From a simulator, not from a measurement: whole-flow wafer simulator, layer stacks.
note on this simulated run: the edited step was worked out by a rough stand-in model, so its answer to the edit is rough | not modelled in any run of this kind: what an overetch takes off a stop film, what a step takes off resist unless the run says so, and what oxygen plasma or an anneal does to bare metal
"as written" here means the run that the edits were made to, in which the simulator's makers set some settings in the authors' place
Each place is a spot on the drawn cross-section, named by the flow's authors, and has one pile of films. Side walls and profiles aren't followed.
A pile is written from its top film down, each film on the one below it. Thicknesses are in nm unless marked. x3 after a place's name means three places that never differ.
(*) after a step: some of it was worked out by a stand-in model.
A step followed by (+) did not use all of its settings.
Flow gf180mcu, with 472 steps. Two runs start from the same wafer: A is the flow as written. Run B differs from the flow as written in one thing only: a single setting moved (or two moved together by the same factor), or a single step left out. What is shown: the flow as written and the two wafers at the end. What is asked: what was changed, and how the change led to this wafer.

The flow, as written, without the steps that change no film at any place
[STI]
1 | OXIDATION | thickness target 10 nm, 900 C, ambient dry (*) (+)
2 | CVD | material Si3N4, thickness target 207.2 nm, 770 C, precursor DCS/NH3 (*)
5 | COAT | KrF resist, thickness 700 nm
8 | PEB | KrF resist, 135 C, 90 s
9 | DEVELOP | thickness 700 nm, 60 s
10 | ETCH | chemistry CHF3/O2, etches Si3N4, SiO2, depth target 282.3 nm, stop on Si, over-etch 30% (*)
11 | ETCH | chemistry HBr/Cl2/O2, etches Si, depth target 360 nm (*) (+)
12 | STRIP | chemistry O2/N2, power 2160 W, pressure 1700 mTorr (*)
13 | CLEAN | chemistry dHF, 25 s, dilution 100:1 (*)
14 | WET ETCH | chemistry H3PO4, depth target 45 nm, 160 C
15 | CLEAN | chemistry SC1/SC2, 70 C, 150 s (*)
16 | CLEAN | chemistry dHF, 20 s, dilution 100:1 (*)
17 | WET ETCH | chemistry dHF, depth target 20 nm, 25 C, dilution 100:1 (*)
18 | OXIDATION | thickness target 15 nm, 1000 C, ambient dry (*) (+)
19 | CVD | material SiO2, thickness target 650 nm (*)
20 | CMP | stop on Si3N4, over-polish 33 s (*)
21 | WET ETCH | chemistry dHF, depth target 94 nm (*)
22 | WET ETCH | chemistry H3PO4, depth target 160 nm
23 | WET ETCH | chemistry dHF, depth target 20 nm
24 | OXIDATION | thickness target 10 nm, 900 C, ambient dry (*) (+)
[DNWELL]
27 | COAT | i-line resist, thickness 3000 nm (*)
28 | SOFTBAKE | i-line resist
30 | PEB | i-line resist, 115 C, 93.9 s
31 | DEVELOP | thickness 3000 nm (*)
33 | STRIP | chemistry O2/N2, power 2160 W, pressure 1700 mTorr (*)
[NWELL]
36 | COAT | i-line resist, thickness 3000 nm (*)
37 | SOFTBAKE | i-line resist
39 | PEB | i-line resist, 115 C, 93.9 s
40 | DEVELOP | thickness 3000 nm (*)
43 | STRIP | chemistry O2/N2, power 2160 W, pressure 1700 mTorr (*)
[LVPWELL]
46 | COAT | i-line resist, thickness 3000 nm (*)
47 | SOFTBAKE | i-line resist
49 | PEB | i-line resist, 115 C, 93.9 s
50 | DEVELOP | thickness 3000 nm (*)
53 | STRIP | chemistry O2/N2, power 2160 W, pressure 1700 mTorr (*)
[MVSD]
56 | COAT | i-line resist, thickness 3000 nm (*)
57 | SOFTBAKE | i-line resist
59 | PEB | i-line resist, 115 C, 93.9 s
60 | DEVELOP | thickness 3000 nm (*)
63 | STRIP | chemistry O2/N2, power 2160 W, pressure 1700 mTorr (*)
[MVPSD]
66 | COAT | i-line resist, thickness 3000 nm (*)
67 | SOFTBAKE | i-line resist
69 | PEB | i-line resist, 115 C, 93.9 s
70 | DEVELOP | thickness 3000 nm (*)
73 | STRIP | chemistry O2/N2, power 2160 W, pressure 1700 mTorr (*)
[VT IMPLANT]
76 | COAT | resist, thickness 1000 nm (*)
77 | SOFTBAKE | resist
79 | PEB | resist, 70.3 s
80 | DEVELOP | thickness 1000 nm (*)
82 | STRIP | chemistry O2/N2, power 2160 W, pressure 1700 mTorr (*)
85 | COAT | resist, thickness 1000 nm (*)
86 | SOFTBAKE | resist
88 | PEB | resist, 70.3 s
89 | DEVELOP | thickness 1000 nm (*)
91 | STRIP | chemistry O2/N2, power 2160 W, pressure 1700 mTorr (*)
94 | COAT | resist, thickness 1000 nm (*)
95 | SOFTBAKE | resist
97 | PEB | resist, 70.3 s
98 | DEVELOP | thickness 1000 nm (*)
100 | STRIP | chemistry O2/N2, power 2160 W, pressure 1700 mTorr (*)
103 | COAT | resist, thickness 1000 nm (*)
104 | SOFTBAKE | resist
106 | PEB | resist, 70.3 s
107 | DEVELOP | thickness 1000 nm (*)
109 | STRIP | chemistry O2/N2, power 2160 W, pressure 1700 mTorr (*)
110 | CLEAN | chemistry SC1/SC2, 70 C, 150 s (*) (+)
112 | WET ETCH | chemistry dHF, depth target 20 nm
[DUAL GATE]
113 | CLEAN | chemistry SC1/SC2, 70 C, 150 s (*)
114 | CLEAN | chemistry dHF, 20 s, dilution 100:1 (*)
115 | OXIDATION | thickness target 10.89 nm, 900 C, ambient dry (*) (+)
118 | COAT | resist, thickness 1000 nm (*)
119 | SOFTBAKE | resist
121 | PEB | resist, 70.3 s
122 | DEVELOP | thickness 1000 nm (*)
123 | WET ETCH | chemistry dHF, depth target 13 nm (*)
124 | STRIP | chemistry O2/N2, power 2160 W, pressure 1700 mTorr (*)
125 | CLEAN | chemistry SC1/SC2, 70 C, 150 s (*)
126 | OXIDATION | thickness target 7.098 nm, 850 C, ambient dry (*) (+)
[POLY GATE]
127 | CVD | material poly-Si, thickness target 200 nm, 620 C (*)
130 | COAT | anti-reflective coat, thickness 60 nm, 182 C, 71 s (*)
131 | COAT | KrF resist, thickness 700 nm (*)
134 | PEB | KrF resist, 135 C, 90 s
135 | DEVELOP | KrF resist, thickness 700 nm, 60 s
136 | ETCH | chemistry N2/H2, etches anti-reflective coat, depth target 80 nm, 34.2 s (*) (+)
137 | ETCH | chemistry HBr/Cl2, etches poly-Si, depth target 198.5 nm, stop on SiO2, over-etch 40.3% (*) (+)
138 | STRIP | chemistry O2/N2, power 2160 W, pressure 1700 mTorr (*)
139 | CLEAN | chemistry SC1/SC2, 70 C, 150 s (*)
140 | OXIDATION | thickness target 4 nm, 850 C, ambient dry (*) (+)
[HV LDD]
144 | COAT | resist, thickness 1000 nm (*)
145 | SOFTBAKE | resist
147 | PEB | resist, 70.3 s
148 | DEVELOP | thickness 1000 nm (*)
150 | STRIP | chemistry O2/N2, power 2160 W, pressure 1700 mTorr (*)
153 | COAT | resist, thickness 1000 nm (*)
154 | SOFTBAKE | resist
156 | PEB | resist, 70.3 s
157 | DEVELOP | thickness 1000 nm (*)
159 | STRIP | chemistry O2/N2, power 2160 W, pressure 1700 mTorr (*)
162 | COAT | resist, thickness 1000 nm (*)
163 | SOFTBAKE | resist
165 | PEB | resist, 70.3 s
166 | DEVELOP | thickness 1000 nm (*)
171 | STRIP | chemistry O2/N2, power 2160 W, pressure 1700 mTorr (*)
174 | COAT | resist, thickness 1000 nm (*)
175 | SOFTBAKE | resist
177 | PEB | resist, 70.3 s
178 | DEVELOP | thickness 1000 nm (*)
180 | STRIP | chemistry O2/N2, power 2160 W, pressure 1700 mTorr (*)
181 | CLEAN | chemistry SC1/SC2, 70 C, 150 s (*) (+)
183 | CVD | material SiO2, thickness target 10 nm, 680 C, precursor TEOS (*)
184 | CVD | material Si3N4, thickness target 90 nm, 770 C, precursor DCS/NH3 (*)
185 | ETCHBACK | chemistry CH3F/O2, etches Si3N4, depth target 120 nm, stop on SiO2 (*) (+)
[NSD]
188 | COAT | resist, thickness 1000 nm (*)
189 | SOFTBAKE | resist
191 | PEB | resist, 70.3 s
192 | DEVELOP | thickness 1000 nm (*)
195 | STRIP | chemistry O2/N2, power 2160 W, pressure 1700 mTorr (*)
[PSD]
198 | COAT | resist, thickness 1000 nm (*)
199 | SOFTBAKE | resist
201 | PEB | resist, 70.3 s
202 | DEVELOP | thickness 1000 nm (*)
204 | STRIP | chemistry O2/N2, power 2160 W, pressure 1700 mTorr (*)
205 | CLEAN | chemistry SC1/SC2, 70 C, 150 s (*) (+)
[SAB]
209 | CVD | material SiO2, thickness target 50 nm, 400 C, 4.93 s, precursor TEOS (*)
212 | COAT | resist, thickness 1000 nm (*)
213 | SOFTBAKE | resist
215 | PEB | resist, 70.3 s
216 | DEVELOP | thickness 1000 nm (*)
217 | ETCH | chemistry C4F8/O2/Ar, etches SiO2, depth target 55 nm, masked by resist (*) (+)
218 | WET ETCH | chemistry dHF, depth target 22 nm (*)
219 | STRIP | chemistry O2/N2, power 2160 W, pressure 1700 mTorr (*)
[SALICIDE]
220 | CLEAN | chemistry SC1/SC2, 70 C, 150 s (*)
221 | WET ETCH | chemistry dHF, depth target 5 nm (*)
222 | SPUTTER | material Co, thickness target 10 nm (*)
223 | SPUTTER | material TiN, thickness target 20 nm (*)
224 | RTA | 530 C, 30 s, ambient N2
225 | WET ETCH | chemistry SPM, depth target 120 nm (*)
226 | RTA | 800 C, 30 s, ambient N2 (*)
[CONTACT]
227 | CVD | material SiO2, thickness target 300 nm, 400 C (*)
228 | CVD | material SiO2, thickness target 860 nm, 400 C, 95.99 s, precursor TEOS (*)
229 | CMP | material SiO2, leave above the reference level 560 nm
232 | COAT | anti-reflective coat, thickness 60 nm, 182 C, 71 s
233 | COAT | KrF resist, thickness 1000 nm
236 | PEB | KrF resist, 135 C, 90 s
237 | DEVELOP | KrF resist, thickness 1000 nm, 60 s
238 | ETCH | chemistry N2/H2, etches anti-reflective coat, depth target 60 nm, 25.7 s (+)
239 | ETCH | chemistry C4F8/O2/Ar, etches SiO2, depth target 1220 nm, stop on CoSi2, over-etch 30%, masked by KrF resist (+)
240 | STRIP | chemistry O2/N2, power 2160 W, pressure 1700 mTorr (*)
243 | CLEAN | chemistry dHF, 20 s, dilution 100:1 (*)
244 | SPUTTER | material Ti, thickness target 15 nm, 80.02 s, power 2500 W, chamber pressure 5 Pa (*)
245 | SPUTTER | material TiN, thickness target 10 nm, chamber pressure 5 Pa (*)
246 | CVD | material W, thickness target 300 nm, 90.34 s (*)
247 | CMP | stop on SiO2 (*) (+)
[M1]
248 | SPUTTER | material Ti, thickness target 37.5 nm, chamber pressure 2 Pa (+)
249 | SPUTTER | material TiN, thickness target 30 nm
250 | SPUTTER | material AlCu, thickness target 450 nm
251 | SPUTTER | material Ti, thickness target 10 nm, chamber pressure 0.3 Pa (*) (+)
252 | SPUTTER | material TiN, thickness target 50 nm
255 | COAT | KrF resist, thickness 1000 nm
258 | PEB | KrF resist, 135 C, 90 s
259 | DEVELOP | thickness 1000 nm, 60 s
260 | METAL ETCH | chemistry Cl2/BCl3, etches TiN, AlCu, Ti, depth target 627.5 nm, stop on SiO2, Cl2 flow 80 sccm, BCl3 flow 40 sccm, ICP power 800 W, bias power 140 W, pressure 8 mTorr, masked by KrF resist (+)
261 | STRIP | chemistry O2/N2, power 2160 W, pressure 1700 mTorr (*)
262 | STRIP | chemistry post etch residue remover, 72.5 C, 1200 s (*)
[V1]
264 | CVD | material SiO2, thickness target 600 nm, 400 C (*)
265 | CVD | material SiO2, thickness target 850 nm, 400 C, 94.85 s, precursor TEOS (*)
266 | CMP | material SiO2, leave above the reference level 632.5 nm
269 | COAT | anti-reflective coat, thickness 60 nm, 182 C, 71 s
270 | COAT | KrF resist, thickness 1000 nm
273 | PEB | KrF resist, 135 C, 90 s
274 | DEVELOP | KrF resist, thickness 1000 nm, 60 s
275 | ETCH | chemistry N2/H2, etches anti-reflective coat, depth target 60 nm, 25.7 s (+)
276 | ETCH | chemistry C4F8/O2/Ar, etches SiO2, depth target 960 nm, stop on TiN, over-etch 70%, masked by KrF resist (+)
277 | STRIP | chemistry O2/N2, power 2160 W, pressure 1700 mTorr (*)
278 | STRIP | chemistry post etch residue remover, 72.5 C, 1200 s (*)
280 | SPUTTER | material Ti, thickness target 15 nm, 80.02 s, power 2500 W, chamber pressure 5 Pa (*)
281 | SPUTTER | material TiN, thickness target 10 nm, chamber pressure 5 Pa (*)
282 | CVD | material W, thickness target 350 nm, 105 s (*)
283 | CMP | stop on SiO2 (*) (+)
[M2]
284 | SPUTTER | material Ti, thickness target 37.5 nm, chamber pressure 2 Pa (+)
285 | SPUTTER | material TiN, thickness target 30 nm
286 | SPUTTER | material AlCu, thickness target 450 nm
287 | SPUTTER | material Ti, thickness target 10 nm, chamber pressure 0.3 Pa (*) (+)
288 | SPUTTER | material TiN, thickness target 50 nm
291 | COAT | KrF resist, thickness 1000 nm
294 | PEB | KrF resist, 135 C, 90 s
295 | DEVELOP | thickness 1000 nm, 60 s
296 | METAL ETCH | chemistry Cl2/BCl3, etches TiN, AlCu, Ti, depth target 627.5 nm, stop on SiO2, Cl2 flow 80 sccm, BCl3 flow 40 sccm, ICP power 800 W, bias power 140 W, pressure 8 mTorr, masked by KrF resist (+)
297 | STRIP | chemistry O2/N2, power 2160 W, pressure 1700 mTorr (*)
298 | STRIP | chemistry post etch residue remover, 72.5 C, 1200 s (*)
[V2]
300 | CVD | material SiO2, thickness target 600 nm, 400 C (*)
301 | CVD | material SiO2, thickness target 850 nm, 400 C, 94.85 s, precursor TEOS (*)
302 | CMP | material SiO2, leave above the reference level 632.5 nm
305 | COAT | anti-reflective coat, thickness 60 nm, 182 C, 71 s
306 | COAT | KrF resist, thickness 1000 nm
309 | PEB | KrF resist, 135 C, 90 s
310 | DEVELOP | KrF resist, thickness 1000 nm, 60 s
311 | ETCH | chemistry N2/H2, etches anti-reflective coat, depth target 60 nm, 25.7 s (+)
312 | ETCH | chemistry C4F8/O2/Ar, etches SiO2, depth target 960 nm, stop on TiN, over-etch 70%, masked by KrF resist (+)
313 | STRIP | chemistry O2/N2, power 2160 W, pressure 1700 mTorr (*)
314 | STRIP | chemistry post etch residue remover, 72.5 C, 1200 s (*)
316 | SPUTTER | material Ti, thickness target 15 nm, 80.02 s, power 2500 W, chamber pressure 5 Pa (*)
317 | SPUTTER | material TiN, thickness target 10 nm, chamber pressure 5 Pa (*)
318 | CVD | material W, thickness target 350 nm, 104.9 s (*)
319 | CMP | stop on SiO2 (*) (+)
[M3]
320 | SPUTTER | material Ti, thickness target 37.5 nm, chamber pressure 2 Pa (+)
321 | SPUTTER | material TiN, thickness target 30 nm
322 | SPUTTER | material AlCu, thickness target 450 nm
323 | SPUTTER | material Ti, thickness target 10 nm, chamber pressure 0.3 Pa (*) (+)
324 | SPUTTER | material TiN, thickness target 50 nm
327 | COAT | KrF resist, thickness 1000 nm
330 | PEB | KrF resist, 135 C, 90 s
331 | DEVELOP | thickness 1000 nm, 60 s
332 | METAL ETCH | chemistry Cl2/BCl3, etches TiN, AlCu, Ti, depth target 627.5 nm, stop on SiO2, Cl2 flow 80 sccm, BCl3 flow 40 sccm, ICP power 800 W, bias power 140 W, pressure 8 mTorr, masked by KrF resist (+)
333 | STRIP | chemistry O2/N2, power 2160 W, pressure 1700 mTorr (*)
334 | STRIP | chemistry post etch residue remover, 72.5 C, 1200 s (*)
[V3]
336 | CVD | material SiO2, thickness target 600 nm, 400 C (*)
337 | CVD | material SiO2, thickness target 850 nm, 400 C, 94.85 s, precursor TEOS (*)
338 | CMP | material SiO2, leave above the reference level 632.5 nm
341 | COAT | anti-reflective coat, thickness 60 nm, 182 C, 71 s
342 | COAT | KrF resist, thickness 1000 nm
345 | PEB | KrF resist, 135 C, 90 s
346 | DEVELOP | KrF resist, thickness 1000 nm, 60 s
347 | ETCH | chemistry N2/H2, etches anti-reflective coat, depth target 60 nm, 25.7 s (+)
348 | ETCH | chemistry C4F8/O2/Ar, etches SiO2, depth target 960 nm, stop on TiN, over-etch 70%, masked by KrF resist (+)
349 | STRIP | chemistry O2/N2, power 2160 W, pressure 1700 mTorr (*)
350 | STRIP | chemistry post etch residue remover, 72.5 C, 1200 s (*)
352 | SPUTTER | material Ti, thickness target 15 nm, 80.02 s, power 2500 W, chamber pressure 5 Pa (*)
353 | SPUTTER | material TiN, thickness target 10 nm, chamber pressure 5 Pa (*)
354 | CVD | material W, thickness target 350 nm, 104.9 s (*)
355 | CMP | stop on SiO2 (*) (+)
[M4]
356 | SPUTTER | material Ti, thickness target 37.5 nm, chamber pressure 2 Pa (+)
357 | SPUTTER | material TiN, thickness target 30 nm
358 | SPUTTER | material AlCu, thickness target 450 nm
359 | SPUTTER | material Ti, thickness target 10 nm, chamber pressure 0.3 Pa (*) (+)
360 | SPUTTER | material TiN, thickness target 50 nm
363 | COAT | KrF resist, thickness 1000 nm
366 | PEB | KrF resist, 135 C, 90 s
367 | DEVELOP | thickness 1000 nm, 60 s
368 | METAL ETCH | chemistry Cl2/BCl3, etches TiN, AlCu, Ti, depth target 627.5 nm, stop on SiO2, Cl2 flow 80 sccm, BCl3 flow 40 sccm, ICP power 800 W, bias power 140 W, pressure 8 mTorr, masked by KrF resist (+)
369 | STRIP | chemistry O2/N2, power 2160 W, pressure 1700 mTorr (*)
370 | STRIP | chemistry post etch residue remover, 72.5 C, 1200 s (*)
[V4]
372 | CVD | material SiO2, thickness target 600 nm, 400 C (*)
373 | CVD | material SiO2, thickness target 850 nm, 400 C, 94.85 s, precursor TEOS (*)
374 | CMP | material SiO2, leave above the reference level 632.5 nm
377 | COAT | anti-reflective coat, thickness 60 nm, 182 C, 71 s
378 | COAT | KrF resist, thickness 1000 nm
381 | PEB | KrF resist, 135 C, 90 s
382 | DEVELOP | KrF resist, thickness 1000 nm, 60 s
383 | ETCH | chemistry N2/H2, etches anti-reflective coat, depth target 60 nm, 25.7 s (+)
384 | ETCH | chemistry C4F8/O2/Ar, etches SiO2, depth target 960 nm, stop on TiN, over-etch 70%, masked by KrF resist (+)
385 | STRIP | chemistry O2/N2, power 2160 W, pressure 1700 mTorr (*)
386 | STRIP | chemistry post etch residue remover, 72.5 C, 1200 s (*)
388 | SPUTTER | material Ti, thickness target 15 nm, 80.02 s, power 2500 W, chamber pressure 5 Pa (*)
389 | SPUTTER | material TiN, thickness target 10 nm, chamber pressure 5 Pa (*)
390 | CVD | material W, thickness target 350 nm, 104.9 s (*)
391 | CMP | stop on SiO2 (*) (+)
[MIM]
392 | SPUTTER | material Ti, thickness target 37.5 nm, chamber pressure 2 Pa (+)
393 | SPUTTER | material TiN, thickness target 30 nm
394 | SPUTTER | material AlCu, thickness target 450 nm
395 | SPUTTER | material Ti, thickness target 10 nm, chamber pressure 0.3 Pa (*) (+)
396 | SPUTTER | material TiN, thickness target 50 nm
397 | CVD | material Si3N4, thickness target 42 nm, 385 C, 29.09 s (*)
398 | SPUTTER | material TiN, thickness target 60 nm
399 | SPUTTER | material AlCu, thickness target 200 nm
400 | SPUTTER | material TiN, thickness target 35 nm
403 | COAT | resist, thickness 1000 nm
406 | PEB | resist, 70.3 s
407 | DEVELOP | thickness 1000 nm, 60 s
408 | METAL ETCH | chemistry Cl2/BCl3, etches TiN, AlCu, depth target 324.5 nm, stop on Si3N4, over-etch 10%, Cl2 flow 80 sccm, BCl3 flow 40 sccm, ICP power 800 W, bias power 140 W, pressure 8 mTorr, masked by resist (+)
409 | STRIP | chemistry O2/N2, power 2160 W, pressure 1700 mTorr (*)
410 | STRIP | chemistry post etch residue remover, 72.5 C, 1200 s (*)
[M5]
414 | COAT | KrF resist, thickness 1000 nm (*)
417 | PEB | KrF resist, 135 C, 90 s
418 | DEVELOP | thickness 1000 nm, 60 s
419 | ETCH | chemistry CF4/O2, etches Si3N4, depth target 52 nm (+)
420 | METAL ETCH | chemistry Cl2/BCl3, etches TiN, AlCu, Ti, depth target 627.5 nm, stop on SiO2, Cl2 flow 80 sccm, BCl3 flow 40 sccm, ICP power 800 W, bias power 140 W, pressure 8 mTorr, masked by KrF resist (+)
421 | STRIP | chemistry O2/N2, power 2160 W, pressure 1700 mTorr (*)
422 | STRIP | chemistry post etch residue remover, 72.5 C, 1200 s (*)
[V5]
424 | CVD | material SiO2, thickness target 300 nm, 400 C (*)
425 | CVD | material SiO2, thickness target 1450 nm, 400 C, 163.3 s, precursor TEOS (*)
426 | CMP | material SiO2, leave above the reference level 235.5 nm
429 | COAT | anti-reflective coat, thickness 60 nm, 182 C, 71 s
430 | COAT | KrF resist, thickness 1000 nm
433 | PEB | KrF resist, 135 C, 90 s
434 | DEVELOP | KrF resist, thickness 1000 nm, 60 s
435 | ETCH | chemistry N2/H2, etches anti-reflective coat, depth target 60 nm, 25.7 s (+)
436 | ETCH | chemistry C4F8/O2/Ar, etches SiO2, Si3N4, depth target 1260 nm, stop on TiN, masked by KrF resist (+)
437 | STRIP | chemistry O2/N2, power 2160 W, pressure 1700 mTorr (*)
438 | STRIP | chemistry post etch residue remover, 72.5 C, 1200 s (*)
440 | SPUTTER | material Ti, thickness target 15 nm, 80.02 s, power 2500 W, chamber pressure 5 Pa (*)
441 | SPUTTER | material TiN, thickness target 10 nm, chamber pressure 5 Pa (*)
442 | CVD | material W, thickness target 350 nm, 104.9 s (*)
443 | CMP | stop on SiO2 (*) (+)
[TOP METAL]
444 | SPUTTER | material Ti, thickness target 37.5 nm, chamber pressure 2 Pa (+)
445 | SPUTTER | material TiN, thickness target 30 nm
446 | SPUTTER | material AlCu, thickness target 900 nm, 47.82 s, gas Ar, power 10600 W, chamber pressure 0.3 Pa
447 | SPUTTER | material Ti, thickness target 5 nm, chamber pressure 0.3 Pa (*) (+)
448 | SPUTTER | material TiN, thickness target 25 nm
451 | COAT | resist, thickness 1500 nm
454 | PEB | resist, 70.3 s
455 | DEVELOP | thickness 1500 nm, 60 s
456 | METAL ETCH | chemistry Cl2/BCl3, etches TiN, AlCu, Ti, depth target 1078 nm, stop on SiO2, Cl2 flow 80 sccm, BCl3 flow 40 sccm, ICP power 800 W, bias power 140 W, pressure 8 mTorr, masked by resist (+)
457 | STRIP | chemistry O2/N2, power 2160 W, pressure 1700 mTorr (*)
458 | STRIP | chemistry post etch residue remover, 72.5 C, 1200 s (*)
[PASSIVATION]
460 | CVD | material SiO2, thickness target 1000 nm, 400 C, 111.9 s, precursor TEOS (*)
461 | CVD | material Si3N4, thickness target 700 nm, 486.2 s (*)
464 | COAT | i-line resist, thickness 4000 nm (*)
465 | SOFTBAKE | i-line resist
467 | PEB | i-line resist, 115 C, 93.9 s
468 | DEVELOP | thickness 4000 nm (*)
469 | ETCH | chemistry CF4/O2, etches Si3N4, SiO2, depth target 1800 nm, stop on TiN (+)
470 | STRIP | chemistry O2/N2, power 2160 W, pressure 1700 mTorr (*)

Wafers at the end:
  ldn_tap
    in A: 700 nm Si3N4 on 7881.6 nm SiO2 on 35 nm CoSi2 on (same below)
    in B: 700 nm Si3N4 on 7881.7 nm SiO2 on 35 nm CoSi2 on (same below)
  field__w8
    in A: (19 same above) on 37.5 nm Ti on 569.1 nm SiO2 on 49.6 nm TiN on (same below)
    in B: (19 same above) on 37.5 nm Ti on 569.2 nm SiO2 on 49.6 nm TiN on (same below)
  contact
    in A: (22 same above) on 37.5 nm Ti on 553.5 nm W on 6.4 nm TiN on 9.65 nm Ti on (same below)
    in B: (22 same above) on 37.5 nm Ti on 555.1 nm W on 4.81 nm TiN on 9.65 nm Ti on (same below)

What caused this: step 353, SPUTTER: thickness target 7.5 nm was run, though the flow has thickness target 10 nm.

How this came from the change, step by step:
  353 | SPUTTER | material TiN, thickness target 10 nm, chamber pressure 5 Pa (*)
      field, field__w1, field__w2 and 107 more: A +10 TiN (new film) | B +7.5 TiN (new film)
      contact: A +6.4 TiN (new film) | B +4.81 TiN (new film)
  355 | CMP | stop on SiO2 (*) (+)
      field, field__w1, field__w2 and 107 more: A -350 W (all of it), -10 TiN (all of it), -15 Ti (all of it), -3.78 SiO2 | B -350 W (all of it), -7.5 TiN (all of it), -15 Ti (all of it), -3.76 SiO2
